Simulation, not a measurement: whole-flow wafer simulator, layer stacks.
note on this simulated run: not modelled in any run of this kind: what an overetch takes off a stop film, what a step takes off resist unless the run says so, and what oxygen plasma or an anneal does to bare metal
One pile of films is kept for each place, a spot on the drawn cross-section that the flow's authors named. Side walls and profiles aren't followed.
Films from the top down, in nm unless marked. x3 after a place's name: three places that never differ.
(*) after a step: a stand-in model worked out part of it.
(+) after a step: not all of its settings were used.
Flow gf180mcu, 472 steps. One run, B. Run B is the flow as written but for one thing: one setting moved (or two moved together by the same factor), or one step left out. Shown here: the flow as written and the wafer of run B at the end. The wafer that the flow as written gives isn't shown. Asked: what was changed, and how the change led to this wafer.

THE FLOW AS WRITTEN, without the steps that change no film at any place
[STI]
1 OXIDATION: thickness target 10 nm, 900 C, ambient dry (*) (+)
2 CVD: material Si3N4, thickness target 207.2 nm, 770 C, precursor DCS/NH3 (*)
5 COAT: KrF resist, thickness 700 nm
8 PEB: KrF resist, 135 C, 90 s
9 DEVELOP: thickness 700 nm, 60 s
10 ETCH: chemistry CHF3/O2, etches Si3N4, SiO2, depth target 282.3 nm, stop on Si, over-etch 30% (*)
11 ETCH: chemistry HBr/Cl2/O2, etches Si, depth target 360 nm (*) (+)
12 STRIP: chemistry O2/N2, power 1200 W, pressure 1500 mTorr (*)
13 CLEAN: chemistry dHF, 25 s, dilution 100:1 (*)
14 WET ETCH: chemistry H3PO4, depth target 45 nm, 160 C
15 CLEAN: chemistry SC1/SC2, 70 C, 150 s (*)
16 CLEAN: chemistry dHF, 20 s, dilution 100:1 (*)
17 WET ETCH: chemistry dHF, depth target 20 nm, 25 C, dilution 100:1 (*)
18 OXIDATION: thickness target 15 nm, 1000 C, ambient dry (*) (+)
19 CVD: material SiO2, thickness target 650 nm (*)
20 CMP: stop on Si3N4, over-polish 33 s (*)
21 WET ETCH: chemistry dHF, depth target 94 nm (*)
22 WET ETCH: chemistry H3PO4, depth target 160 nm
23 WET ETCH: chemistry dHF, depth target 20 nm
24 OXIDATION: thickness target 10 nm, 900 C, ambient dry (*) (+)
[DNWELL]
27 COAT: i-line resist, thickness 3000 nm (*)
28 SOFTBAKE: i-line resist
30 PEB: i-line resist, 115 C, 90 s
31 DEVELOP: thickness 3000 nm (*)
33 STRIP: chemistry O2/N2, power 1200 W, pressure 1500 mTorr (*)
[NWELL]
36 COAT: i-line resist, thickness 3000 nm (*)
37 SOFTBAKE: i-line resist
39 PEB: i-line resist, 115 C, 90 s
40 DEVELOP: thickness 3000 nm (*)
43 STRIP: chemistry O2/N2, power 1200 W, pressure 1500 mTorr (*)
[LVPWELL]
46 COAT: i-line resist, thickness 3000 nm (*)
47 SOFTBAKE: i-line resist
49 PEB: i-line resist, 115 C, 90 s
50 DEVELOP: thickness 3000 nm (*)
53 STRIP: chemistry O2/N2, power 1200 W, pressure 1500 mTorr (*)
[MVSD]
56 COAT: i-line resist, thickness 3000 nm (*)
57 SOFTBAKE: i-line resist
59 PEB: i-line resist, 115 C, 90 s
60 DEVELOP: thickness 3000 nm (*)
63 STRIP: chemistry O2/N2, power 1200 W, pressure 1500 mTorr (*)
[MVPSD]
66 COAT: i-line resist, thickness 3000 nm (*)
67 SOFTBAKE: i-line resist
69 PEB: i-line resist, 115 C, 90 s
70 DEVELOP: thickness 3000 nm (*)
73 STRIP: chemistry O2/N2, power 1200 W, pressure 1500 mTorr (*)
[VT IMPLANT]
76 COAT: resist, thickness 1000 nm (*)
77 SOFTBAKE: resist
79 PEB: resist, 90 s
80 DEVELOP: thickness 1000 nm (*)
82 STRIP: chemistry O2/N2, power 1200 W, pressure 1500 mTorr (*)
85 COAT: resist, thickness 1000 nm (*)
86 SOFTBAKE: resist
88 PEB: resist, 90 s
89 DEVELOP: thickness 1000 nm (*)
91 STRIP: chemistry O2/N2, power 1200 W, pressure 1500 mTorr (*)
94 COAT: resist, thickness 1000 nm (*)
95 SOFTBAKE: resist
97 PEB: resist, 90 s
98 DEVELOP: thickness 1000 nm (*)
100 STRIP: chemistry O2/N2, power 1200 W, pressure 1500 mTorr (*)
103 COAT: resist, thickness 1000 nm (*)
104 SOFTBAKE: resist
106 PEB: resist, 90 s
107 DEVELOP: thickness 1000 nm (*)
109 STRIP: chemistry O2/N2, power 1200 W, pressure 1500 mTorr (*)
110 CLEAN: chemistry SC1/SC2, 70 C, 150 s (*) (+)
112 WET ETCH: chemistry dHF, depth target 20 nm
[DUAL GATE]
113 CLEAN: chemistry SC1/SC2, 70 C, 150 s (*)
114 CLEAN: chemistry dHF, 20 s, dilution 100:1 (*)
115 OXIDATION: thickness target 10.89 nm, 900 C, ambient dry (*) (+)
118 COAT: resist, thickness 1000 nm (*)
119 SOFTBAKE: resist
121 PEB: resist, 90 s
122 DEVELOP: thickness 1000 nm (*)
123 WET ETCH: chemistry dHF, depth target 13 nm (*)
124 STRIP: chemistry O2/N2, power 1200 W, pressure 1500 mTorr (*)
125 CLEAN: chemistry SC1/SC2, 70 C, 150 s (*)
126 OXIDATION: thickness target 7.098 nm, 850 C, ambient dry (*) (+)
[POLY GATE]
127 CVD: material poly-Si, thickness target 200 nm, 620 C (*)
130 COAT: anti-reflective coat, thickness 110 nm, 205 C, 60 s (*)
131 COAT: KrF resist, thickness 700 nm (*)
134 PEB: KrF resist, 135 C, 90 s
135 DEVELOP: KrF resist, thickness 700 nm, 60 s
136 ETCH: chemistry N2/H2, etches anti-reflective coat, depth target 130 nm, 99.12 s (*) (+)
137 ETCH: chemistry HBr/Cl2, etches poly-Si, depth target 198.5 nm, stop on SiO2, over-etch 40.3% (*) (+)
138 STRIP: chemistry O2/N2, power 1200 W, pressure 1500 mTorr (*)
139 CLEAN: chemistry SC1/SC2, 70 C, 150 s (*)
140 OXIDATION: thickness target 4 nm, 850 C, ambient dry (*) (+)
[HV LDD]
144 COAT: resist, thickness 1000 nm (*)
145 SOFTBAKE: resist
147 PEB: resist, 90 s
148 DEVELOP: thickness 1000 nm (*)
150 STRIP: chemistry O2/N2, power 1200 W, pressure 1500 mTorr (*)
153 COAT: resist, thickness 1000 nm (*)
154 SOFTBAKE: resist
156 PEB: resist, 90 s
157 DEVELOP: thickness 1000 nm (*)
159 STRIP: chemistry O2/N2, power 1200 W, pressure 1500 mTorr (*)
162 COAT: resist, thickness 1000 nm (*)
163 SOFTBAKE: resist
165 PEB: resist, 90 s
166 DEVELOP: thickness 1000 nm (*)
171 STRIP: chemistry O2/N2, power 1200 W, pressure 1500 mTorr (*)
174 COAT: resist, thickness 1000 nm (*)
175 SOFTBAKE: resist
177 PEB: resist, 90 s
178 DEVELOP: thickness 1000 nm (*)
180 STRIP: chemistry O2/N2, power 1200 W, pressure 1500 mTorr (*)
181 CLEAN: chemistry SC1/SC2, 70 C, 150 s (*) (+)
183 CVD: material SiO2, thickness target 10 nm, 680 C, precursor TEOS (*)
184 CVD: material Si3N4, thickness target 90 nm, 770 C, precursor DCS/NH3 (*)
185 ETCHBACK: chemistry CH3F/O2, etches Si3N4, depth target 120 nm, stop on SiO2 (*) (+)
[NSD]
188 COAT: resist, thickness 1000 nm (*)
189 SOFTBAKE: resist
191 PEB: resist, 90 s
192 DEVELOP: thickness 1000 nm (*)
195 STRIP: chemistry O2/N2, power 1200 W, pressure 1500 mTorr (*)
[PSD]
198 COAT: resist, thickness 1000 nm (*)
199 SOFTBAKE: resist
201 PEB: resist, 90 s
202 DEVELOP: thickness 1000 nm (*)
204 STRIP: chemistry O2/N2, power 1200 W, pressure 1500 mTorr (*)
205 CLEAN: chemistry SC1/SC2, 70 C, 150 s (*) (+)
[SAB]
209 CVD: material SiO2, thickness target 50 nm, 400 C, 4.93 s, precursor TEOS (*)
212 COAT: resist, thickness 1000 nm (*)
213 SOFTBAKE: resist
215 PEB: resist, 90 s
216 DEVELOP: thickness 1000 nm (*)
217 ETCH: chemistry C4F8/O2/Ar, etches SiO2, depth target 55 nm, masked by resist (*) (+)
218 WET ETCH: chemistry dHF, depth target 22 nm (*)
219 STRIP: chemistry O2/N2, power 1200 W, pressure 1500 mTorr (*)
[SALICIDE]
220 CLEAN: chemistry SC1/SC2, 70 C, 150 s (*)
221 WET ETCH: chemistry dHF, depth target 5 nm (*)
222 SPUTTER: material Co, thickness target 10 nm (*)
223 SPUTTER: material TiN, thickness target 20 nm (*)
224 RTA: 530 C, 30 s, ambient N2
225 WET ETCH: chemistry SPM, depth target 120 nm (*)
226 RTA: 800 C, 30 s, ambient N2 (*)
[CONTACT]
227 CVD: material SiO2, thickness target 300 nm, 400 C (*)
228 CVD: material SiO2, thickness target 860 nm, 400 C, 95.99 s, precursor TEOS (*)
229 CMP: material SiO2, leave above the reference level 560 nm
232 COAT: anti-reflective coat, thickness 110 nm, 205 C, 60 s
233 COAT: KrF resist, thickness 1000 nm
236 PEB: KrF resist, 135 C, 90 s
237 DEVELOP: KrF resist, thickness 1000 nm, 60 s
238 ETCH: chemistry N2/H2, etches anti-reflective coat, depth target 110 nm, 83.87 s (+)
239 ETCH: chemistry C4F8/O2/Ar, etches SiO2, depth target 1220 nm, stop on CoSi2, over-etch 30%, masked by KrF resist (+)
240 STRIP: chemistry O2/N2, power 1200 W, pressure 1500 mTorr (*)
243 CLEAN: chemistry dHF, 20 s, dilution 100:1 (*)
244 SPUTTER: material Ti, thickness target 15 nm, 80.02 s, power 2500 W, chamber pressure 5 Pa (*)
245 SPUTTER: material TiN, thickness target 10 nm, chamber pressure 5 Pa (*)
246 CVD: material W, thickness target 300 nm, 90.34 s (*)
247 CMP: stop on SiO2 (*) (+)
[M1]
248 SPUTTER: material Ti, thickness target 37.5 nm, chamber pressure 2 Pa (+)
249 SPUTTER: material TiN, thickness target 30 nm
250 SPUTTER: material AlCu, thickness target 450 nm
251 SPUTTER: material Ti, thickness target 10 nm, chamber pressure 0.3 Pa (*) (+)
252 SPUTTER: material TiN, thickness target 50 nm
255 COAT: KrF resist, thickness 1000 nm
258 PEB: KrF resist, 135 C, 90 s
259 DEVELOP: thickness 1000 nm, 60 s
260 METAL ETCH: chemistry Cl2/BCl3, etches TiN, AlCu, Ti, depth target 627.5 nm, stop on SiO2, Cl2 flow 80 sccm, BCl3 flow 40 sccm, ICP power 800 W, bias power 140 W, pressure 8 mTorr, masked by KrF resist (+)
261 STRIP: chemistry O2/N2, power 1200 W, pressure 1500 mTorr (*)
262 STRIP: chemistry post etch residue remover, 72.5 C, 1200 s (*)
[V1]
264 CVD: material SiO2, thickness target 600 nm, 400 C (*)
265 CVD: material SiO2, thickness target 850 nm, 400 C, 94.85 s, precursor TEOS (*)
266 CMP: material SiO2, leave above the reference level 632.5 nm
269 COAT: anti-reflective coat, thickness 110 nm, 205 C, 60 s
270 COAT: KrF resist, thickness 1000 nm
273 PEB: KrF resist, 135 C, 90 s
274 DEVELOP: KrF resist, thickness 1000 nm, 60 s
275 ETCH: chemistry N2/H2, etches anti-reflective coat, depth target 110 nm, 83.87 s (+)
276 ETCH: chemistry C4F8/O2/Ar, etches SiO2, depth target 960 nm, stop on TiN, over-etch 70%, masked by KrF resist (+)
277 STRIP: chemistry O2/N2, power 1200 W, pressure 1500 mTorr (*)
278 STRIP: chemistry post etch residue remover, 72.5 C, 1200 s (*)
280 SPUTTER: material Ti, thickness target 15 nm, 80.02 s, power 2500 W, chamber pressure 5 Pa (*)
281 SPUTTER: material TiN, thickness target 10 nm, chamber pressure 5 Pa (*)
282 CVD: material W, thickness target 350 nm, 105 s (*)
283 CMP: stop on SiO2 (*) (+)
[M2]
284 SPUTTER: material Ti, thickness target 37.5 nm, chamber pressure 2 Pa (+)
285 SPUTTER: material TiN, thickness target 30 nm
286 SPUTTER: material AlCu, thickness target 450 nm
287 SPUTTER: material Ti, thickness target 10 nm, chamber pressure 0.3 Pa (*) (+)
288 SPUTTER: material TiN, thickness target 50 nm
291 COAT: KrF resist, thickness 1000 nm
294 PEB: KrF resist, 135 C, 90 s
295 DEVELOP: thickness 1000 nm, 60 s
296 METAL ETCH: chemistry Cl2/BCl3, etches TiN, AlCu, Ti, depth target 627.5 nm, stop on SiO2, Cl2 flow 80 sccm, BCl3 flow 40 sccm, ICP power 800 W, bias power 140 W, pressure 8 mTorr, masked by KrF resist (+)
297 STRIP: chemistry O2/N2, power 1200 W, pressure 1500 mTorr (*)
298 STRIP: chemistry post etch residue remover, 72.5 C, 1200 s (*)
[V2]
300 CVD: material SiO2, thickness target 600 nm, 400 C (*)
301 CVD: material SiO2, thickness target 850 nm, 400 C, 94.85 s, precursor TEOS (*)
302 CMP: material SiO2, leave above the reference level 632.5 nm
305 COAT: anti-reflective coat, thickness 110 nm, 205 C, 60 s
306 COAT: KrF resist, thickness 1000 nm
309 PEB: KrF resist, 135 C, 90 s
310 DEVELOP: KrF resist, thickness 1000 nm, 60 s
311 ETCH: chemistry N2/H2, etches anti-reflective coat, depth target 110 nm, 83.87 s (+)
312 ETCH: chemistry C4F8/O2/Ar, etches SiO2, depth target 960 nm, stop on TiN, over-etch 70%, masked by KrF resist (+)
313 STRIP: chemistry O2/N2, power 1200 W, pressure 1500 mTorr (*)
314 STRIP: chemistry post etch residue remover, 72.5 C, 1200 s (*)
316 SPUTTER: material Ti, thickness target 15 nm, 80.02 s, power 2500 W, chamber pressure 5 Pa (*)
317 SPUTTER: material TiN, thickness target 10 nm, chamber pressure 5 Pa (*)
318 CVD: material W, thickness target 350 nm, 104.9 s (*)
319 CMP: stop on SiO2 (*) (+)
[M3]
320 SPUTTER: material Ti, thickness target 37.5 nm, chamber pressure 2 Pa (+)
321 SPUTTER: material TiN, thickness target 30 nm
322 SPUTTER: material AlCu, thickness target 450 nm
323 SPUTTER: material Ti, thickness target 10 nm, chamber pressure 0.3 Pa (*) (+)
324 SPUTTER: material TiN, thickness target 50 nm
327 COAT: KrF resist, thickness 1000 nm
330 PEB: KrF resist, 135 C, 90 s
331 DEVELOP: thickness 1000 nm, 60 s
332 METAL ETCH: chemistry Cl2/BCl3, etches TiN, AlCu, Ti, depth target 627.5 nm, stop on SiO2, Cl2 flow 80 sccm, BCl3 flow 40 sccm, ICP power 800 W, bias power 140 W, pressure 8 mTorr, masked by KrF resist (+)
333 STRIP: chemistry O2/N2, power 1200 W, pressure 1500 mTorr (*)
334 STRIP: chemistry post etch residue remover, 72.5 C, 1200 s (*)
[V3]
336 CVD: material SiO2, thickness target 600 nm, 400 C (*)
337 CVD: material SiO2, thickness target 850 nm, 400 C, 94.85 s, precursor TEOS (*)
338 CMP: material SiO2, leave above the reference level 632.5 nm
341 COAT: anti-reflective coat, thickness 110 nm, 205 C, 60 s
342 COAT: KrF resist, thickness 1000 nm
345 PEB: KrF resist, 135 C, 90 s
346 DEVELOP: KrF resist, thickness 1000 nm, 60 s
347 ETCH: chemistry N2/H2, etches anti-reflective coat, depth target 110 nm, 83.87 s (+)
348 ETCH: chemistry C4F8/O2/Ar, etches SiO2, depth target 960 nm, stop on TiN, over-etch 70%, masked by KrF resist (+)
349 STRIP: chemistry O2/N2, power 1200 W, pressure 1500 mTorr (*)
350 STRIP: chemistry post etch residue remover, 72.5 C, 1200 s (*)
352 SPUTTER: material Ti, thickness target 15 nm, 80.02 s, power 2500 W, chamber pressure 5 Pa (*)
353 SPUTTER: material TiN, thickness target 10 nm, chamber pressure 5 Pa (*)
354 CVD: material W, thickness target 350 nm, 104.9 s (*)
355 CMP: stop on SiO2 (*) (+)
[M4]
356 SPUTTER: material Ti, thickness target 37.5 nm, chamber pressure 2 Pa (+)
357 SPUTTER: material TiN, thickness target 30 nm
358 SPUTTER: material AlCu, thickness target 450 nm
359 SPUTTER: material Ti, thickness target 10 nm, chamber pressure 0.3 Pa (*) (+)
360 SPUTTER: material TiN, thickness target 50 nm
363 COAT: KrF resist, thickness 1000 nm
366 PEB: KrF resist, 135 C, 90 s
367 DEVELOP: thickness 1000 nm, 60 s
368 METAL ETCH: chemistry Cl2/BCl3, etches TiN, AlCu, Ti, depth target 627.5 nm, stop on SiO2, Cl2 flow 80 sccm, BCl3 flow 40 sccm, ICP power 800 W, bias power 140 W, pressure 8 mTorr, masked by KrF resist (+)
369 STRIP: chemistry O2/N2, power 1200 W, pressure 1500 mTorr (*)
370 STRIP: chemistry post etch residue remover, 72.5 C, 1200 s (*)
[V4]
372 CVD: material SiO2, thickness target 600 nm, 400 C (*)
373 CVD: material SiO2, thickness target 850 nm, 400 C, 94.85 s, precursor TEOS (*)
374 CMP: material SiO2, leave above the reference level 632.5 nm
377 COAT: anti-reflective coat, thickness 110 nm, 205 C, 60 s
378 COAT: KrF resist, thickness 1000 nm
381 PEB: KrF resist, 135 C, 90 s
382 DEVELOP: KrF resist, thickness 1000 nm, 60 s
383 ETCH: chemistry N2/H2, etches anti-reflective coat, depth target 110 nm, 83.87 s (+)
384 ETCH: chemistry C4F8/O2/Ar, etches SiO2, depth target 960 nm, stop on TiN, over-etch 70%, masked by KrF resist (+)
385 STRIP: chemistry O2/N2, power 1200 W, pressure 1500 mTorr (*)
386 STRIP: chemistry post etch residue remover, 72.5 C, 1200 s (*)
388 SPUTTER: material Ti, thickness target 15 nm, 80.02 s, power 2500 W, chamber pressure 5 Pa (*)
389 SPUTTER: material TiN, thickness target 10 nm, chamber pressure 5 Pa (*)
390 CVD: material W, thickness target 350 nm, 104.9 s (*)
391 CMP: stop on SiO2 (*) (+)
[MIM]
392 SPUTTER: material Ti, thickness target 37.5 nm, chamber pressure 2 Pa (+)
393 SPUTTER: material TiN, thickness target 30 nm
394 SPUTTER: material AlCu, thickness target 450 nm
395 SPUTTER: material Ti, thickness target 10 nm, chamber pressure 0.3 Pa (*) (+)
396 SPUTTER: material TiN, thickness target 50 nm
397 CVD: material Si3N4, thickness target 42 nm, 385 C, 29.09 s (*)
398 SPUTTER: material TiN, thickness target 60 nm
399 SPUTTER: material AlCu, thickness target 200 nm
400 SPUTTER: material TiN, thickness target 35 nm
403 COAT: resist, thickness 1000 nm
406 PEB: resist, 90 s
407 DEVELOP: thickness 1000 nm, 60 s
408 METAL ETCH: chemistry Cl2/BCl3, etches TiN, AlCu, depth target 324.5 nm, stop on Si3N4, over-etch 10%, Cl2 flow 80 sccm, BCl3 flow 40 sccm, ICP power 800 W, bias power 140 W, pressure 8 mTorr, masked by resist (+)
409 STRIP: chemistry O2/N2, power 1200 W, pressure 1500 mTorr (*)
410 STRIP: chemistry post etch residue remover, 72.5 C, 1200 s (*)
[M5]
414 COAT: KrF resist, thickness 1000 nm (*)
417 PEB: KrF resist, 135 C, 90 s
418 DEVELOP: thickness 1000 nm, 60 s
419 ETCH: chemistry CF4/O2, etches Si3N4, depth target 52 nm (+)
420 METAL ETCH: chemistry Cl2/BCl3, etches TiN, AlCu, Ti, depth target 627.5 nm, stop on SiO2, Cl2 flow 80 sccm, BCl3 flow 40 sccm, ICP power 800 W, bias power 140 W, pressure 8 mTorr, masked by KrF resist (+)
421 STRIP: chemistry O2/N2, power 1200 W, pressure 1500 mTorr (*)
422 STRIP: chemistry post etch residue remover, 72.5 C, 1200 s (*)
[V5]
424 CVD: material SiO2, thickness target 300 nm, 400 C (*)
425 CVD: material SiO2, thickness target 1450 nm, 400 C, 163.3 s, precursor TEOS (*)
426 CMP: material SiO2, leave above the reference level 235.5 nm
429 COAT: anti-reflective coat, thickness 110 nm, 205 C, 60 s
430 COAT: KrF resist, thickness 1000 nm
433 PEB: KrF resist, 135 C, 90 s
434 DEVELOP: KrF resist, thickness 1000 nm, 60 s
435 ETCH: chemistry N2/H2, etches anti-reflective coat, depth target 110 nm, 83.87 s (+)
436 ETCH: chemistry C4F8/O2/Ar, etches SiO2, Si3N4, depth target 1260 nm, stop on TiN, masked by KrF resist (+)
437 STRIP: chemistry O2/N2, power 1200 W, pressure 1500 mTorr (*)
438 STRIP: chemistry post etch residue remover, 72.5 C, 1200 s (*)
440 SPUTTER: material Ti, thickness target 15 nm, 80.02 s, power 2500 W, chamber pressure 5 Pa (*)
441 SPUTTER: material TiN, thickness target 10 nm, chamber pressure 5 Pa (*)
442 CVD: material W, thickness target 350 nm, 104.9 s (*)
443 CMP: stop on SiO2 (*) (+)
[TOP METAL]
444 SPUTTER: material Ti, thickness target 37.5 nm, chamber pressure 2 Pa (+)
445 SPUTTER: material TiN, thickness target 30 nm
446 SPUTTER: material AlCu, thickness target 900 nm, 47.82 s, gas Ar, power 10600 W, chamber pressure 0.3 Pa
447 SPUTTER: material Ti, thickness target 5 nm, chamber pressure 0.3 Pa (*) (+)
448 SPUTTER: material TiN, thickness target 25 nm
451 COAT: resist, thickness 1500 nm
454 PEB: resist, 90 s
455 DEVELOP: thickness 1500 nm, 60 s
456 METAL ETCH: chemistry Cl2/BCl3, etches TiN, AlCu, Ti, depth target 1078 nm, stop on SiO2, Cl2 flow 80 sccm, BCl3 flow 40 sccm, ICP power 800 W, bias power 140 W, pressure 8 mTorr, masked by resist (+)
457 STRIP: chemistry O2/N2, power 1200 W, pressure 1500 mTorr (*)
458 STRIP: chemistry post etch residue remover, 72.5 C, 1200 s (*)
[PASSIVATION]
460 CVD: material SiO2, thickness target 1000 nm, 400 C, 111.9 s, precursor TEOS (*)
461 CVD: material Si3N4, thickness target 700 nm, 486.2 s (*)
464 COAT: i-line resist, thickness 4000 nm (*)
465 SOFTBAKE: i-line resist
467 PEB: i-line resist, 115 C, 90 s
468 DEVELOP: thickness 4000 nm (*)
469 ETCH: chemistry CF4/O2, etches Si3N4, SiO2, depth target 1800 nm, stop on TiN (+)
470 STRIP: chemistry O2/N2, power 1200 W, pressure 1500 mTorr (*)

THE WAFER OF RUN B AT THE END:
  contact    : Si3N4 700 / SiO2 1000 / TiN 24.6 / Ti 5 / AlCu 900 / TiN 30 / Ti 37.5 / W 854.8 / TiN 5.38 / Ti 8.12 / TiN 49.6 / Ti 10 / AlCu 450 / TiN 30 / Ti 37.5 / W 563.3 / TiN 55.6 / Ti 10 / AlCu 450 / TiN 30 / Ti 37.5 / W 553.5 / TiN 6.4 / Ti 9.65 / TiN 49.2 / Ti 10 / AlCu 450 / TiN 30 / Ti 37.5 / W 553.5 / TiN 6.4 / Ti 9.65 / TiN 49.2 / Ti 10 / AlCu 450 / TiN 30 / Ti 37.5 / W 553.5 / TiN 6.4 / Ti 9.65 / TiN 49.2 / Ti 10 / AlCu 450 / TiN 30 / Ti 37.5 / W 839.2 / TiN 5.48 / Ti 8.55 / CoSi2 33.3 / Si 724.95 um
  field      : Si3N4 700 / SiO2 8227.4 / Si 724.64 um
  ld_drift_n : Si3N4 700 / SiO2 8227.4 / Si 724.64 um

The cause: step 388, SPUTTER: material Ti, thickness target 15 nm, 80.02 s, power 2500 W, chamber pressure 5 Pa (*), was left out.

How the change led to this, step by step:
  389 SPUTTER: material TiN, thickness target 10 nm, chamber pressure 5 Pa (*)
      contact: TiN +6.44 (as written it would be: TiN +6.4 (new film))
  391 CMP: stop on SiO2 (*) (+)
      field, field__w1, field__w2 and 107 more: W -350 (all of it), TiN -10 (all of it), SiO2 -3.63 (as written it would be: W -350 (all of it), TiN -10 (all of it), Ti -15 (all of it), SiO2 -3.78)
      contact: W -363.6 (as written it would be: W -378.8)
